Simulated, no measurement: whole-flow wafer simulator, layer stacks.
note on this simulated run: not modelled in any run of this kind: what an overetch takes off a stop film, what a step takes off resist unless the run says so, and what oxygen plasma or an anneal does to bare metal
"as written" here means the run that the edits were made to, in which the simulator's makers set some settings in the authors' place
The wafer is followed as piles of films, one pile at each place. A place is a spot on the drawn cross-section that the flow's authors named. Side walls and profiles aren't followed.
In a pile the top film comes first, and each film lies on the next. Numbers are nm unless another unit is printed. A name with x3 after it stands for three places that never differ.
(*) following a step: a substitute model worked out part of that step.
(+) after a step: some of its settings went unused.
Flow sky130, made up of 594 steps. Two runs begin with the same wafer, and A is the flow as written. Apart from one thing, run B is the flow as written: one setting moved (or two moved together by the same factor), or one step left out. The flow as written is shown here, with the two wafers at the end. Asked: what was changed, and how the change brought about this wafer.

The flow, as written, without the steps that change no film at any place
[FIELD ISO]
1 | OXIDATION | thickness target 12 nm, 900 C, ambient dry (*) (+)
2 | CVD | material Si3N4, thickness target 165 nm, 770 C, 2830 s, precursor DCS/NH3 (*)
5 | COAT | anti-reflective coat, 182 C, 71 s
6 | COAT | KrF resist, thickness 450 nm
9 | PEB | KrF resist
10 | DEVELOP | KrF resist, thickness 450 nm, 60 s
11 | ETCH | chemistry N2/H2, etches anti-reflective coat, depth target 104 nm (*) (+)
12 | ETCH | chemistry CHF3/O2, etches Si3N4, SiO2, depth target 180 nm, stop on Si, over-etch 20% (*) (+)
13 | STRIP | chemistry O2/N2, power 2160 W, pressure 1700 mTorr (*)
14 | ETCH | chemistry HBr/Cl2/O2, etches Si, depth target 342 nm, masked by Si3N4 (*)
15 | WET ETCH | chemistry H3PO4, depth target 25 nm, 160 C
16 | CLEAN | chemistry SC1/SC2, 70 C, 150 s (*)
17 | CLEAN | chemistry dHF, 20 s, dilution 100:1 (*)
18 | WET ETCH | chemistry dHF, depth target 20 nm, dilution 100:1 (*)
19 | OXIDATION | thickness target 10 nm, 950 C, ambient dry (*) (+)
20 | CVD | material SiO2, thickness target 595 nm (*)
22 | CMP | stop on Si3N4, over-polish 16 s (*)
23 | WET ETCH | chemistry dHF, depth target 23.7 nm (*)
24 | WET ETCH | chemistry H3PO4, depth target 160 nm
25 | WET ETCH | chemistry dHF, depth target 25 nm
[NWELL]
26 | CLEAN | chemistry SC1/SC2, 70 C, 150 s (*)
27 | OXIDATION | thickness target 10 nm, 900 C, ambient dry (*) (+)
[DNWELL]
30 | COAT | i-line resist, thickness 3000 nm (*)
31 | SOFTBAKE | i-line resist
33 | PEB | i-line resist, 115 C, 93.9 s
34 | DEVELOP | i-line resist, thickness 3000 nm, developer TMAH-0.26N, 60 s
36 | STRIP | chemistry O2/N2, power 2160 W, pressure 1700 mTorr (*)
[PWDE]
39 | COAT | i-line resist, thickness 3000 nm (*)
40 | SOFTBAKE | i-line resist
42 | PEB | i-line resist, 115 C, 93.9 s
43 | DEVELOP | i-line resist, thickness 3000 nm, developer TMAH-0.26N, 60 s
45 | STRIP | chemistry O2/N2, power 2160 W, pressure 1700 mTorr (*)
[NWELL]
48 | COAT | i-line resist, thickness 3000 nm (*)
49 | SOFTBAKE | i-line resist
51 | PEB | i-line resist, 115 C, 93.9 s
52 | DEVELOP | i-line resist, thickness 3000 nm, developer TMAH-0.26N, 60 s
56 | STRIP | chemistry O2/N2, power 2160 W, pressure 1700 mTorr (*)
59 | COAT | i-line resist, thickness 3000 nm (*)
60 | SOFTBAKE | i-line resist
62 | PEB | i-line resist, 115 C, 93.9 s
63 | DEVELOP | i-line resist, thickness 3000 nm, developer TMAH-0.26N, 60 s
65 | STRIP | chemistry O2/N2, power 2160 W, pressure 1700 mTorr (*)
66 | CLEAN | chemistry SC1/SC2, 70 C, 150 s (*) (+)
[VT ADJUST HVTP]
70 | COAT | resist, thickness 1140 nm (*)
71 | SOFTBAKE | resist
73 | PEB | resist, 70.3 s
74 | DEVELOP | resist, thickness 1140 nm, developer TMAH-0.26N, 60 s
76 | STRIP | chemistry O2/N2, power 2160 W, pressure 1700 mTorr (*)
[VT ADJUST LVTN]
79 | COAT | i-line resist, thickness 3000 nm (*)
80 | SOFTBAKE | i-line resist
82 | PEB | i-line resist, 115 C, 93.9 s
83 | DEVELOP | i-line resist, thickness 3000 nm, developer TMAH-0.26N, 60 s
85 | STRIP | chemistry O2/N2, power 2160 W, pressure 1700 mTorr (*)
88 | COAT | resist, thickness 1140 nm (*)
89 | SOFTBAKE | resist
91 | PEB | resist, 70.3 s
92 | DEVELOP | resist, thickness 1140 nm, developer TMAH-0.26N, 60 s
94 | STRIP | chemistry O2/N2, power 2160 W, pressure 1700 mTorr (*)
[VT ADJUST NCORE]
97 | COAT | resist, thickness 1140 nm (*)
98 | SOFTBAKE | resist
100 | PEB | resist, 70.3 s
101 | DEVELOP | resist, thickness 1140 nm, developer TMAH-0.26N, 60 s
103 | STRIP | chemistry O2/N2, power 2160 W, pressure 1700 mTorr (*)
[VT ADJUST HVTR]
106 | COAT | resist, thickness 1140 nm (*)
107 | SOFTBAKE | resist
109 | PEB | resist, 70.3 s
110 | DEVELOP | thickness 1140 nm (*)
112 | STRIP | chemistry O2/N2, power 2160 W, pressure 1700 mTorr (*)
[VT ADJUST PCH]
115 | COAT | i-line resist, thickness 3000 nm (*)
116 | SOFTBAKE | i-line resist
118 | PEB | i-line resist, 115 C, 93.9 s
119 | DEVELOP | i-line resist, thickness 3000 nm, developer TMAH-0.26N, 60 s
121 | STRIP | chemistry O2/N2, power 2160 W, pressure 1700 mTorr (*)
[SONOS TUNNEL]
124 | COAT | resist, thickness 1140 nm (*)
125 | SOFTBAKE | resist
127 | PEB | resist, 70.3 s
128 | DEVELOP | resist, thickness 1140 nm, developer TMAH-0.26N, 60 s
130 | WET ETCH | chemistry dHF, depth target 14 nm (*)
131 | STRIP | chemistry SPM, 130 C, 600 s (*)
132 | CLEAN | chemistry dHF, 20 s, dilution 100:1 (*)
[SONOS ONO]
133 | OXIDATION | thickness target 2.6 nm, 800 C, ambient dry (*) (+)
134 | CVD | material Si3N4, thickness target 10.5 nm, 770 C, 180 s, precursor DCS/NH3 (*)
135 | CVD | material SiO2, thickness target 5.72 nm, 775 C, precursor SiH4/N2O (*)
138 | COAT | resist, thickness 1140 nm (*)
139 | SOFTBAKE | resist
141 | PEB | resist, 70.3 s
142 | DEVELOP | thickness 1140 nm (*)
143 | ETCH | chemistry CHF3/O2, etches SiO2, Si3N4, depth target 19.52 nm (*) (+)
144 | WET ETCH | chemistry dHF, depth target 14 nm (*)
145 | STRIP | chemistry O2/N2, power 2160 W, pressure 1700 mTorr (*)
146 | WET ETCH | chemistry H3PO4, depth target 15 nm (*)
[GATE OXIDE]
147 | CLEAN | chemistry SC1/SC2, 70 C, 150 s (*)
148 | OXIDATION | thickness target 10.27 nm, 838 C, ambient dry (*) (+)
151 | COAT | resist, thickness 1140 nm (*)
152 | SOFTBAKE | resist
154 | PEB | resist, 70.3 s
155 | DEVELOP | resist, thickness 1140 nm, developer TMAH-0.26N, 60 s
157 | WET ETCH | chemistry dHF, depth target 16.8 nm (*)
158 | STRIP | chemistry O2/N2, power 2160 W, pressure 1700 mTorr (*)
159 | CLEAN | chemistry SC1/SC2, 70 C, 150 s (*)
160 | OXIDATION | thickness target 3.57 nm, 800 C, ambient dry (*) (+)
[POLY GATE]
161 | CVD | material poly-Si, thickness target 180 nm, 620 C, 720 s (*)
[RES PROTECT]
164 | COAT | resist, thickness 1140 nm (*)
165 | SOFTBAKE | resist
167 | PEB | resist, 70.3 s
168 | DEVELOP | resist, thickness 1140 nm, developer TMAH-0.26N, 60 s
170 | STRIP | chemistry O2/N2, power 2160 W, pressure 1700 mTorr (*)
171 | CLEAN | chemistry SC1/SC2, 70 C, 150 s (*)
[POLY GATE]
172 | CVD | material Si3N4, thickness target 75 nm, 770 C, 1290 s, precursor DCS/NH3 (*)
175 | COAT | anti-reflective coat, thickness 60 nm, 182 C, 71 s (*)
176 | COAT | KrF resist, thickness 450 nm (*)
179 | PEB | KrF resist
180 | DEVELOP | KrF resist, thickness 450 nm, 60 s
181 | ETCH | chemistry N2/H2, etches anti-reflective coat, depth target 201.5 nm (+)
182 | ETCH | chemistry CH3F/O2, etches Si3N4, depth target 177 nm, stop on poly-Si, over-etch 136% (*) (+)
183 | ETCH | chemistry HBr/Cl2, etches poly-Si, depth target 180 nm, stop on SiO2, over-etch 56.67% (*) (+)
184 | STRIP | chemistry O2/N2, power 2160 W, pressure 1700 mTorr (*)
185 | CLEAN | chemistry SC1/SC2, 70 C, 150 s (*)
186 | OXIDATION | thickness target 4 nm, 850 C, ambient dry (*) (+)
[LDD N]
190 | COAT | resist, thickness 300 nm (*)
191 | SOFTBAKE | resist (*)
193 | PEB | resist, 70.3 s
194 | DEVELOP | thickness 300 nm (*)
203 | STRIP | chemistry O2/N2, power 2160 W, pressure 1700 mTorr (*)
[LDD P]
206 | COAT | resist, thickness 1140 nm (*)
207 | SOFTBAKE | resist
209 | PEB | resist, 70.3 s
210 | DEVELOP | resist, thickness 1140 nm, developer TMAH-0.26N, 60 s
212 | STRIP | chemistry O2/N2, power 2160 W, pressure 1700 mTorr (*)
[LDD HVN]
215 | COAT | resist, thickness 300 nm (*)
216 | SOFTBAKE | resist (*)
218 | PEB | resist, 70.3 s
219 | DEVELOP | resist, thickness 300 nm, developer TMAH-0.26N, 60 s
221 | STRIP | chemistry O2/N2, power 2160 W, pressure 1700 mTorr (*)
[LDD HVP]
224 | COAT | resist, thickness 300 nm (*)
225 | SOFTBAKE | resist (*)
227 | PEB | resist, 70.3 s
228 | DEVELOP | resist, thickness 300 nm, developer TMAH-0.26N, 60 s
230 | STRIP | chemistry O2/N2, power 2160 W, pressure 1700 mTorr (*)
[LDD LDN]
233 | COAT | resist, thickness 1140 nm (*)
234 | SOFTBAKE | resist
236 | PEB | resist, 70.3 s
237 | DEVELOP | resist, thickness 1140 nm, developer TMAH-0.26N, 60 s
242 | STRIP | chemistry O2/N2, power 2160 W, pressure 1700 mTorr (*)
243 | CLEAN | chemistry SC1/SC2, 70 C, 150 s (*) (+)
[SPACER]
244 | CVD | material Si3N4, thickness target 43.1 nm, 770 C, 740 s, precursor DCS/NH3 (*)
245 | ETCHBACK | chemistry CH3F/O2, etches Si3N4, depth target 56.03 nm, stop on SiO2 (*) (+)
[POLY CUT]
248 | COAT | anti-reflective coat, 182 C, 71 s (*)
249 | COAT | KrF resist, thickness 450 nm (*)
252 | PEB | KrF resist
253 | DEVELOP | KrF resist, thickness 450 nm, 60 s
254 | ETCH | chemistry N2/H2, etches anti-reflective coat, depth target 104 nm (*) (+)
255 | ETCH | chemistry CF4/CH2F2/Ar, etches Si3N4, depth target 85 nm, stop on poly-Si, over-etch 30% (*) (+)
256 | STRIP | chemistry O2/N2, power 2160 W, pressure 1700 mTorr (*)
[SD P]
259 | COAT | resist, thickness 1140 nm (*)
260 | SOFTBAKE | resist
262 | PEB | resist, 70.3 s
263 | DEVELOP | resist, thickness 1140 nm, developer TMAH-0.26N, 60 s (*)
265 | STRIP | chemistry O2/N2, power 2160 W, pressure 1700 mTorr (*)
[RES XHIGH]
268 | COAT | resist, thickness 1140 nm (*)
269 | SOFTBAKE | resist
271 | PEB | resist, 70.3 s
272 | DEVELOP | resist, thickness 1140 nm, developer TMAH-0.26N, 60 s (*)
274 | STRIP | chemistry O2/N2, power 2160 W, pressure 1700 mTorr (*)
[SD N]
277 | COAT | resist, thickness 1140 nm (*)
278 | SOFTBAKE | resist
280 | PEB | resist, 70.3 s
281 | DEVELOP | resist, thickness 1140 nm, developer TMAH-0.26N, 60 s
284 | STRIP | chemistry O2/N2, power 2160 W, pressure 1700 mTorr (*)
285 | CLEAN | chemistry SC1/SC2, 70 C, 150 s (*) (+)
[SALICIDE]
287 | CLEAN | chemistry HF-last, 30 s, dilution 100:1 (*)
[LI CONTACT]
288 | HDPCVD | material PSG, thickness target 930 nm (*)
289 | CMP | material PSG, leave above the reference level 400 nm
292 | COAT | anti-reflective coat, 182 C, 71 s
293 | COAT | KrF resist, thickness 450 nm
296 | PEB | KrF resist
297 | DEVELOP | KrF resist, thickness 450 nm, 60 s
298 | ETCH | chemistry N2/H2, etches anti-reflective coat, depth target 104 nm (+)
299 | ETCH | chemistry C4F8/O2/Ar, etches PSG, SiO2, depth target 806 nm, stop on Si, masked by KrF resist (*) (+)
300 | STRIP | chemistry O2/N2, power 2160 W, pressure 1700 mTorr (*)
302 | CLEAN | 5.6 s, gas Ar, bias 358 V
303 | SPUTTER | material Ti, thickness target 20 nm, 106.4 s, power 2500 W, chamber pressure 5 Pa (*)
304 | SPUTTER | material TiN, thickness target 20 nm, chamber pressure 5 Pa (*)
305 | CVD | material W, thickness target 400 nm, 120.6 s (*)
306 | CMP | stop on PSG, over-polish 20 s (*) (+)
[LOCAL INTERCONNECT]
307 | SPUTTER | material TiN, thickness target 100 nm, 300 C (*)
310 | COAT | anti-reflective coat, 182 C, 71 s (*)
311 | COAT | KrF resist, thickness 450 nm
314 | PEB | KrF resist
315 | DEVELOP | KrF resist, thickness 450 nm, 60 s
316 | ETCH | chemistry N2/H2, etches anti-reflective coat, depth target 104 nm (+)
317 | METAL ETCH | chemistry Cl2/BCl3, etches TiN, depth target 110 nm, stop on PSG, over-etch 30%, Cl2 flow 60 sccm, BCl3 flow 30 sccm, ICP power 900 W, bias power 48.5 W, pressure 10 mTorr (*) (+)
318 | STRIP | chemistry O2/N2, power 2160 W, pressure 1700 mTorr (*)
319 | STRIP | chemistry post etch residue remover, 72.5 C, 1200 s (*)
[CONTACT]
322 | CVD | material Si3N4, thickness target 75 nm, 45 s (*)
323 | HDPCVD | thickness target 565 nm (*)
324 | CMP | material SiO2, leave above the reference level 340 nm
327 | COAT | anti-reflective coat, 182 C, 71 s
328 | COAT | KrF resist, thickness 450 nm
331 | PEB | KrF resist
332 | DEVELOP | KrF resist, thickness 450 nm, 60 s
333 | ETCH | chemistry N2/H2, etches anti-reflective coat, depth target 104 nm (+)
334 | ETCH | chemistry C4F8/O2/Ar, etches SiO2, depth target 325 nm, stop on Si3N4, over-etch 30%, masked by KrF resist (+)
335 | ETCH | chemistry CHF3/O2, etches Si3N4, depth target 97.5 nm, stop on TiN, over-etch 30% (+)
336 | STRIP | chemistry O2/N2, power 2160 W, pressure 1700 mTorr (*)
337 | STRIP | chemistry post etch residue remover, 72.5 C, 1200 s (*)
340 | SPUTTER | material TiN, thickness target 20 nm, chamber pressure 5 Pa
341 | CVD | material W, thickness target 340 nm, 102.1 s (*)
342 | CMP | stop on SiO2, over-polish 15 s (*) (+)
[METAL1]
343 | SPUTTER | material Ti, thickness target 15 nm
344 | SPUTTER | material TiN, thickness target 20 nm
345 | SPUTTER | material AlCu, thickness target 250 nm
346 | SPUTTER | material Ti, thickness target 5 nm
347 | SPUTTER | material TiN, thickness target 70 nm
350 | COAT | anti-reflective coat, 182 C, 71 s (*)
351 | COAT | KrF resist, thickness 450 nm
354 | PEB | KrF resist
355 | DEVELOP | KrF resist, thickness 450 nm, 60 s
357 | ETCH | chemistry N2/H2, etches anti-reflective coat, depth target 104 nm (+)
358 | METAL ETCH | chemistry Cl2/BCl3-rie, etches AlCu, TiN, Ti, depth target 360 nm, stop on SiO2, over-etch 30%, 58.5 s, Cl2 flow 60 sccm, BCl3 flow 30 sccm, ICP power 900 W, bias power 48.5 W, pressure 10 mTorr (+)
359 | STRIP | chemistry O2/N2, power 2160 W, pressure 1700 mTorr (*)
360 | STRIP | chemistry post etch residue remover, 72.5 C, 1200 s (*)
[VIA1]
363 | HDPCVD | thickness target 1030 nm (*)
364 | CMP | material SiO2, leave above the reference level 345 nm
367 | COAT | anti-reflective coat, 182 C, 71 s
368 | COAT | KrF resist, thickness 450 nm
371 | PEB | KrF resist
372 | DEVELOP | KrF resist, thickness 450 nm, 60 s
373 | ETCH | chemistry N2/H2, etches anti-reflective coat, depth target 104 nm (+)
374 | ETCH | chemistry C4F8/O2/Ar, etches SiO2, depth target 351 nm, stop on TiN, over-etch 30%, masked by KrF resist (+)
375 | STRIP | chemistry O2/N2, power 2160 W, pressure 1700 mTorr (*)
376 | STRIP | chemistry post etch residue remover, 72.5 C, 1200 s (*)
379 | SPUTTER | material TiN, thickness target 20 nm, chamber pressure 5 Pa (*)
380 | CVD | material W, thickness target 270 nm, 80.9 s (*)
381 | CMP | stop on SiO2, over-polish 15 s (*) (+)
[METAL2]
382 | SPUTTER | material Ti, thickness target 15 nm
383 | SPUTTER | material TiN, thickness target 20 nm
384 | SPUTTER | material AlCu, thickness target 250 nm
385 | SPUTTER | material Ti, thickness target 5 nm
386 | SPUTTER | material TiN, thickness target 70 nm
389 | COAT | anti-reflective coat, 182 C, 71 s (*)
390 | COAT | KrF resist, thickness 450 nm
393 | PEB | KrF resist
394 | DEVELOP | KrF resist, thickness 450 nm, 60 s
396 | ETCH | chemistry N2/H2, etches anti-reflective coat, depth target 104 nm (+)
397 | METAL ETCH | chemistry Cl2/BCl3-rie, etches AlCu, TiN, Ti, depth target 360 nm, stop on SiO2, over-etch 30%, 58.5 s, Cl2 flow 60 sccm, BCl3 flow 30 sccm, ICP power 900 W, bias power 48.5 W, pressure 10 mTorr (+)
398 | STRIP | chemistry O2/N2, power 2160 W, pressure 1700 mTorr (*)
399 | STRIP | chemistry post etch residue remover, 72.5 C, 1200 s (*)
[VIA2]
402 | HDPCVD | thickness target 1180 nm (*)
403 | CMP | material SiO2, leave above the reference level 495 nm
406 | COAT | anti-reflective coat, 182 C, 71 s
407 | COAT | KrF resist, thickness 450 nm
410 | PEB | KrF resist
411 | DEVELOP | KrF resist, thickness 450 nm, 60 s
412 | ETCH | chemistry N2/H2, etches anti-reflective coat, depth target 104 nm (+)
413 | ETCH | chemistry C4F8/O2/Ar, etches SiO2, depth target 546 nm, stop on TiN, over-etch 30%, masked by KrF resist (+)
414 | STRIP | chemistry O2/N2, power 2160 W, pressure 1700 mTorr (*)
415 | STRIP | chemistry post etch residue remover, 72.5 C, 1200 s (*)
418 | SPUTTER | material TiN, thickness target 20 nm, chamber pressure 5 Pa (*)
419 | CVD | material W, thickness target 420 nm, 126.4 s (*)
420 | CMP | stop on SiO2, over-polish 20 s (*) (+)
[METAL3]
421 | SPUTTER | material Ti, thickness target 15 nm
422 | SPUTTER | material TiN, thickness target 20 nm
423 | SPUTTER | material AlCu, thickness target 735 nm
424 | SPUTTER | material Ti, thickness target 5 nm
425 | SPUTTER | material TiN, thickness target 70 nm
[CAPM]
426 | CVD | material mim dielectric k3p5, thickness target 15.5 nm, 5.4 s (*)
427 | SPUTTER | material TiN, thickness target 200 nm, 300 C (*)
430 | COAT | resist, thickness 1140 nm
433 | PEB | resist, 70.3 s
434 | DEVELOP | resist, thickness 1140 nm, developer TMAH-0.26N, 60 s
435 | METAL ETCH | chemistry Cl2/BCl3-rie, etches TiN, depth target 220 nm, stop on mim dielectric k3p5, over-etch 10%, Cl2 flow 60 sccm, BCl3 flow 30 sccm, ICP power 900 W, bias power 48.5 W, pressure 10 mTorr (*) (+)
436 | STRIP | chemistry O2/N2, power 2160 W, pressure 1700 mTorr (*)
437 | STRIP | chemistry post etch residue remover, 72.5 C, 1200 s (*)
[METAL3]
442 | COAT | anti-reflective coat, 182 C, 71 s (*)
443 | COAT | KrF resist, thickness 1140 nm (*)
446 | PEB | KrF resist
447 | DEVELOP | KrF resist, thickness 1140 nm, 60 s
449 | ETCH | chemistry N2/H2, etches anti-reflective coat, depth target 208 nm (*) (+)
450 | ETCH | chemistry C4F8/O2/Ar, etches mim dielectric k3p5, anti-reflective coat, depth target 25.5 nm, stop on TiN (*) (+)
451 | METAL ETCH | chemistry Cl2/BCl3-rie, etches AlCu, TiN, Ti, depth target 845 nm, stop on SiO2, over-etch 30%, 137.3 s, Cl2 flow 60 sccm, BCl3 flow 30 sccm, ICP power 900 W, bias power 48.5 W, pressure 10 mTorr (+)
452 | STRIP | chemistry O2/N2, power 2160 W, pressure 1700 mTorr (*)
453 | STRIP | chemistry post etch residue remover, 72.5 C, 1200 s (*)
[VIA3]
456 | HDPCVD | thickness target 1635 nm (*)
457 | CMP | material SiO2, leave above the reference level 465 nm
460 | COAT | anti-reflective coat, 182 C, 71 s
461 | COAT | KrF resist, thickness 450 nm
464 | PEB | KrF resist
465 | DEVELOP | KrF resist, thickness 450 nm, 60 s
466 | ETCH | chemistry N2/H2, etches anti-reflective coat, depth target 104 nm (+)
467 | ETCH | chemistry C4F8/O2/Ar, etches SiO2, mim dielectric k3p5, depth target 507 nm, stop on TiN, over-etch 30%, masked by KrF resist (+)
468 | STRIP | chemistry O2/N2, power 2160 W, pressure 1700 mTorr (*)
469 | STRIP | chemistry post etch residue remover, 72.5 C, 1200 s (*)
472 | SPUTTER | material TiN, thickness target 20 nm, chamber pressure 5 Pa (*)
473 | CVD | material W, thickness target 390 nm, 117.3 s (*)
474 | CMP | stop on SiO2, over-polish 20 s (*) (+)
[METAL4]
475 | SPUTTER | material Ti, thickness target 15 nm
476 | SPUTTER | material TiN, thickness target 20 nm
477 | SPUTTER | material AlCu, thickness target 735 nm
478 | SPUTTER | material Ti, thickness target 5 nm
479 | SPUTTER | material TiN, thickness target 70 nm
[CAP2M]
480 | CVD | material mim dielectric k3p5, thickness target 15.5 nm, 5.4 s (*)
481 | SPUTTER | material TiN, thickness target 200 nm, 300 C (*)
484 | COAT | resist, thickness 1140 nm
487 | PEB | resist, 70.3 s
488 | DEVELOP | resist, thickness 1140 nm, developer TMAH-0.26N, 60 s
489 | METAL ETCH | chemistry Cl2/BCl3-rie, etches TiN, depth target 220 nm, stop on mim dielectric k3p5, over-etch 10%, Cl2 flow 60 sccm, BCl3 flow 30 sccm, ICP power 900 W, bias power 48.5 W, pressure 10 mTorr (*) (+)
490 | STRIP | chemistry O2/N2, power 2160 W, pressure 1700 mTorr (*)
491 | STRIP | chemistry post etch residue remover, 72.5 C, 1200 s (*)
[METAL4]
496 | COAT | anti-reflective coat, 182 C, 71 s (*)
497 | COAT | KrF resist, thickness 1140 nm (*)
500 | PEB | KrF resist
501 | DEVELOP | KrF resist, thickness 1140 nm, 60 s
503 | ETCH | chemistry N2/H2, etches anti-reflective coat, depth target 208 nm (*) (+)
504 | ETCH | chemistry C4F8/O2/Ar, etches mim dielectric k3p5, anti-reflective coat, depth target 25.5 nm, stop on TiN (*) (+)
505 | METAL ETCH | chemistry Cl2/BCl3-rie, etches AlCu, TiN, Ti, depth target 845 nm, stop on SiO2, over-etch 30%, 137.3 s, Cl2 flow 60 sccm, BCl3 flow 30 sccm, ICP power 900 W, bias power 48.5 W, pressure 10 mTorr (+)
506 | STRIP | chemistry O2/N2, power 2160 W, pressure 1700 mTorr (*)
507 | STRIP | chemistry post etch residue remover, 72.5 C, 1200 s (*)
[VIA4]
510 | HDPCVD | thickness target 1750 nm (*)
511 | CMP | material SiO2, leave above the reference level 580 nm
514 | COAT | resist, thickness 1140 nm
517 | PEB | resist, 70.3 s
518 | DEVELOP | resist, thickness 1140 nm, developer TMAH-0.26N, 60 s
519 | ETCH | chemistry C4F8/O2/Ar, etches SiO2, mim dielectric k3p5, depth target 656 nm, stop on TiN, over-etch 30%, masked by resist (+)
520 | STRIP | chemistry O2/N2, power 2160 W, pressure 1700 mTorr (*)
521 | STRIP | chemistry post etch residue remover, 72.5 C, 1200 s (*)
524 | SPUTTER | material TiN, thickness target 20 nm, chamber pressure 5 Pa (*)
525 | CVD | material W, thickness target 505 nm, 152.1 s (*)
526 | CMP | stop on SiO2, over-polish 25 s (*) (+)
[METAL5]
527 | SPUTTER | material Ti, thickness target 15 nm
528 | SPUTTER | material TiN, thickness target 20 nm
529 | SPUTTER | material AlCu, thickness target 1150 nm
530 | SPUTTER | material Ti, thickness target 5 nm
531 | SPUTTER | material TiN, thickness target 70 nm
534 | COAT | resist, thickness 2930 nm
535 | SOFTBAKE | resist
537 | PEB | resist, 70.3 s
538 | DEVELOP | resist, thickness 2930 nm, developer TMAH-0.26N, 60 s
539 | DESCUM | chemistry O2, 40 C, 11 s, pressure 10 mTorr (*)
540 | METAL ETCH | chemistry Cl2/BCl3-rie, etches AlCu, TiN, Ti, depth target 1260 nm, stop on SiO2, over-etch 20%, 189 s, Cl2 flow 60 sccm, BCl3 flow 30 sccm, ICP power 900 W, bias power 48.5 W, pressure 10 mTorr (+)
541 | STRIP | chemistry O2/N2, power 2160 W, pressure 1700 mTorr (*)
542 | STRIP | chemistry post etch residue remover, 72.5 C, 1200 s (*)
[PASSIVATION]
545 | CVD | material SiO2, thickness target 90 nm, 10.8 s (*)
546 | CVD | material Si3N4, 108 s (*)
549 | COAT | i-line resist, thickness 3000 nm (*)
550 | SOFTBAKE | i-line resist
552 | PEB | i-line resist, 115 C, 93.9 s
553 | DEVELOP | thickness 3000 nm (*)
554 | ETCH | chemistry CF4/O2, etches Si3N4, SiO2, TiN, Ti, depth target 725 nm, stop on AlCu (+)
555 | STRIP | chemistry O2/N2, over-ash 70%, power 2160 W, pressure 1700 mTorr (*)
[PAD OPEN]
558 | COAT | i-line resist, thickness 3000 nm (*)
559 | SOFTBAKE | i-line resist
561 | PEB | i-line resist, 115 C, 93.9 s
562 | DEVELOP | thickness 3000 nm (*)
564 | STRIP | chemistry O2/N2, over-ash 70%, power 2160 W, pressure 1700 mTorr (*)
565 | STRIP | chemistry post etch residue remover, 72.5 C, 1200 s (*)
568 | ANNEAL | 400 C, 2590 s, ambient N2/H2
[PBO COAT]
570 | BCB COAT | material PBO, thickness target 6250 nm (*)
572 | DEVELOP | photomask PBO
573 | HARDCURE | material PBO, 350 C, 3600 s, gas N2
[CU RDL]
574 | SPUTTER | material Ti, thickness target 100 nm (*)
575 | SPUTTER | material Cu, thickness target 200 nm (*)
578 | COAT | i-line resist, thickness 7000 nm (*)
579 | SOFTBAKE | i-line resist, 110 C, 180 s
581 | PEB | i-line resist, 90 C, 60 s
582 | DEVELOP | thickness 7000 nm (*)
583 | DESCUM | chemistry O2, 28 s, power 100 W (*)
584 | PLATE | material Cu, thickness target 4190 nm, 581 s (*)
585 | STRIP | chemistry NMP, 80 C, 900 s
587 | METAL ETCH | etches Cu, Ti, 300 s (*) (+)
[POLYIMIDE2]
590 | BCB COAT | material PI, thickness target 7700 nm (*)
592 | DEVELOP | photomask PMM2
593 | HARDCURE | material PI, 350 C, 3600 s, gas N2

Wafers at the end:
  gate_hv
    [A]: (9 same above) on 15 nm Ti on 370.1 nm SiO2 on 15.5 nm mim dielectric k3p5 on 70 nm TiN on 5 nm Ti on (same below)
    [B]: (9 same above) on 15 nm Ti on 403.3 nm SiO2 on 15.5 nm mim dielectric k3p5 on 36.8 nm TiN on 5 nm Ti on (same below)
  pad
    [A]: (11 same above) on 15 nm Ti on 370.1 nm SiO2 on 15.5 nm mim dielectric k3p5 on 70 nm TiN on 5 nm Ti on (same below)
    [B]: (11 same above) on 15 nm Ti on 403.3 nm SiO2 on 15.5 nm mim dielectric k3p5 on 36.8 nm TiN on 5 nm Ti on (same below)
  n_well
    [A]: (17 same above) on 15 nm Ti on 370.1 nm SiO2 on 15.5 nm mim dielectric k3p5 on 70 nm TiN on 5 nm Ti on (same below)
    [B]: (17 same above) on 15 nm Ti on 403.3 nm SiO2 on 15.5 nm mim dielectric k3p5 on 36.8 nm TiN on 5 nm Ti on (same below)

The reason: step 425, SPUTTER: thickness target 36.8 nm was run, whereas the flow has thickness target 70 nm.
One can read it off the wafer: gate_hv has TiN 36.8, and step 425 as written asks for 70 nm.

How this came from the change, step by step:
  425 | SPUTTER | material TiN, thickness target 70 nm
      field, active, n_well and 188 more: A +70 TiN (new film) | B +36.8 TiN (new film)
  451 | METAL ETCH | chemistry Cl2/BCl3-rie, etches AlCu, TiN, Ti, depth target 845 nm, stop on SiO2, over-etch 30%, 137.3 s, Cl2 flow 60 sccm, BCl3 flow 30 sccm, ICP power 900 W, bias power 48.5 W, pressure 10 mTorr (+)
      field, gate, spacer and 68 more: A -70 TiN (all of it), -5 Ti (all of it), -735 AlCu (all of it), -20 TiN (all of it), -15 Ti (all of it), -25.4 SiO2 | B -36.8 TiN (all of it), -5 Ti (all of it), -735 AlCu (all of it), -20 TiN (all of it), -15 Ti (all of it), -28.7 SiO2
      active, vpp_ln, vpp_iso2 and 11 more: A -70 TiN (all of it), -5 Ti (all of it), -735 AlCu (all of it), -20 TiN (all of it), -15 Ti (all of it), -25.3 SiO2 | B -36.8 TiN (all of it), -5 Ti (all of it), -735 AlCu (all of it), -20 TiN (all of it), -15 Ti (all of it), -28.7 SiO2
  457 | CMP | material SiO2, leave above the reference level 465 nm
      n_well, p_well, gate_hv and 99 more: A -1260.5 SiO2 | B -1227.3 SiO2
      mim, mim_edge_plate_strap, mim_edge_plate: A -1459.7 SiO2 | B -1426.5 SiO2
      (as well as at 2 more places)
  467 | ETCH | chemistry C4F8/O2/Ar, etches SiO2, mim dielectric k3p5, depth target 507 nm, stop on TiN, over-etch 30%, masked by KrF resist (+)
      m1: A -374.5 SiO2 (all of it), -15.5 mim dielectric k3p5 (all of it) | B -407.7 SiO2 (all of it), -15.5 mim dielectric k3p5 (all of it)
      via3_hole: A -373.9 SiO2 (all of it), -15.5 mim dielectric k3p5 (all of it) | B -407.1 SiO2 (all of it), -15.5 mim dielectric k3p5 (all of it)
  473 | CVD | material W, thickness target 390 nm, 117.3 s (*)
      m1: A +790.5 W (new film) | B +824.1 W (new film)
      via3_hole: A +789.9 W (new film) | B +823.5 W (new film)
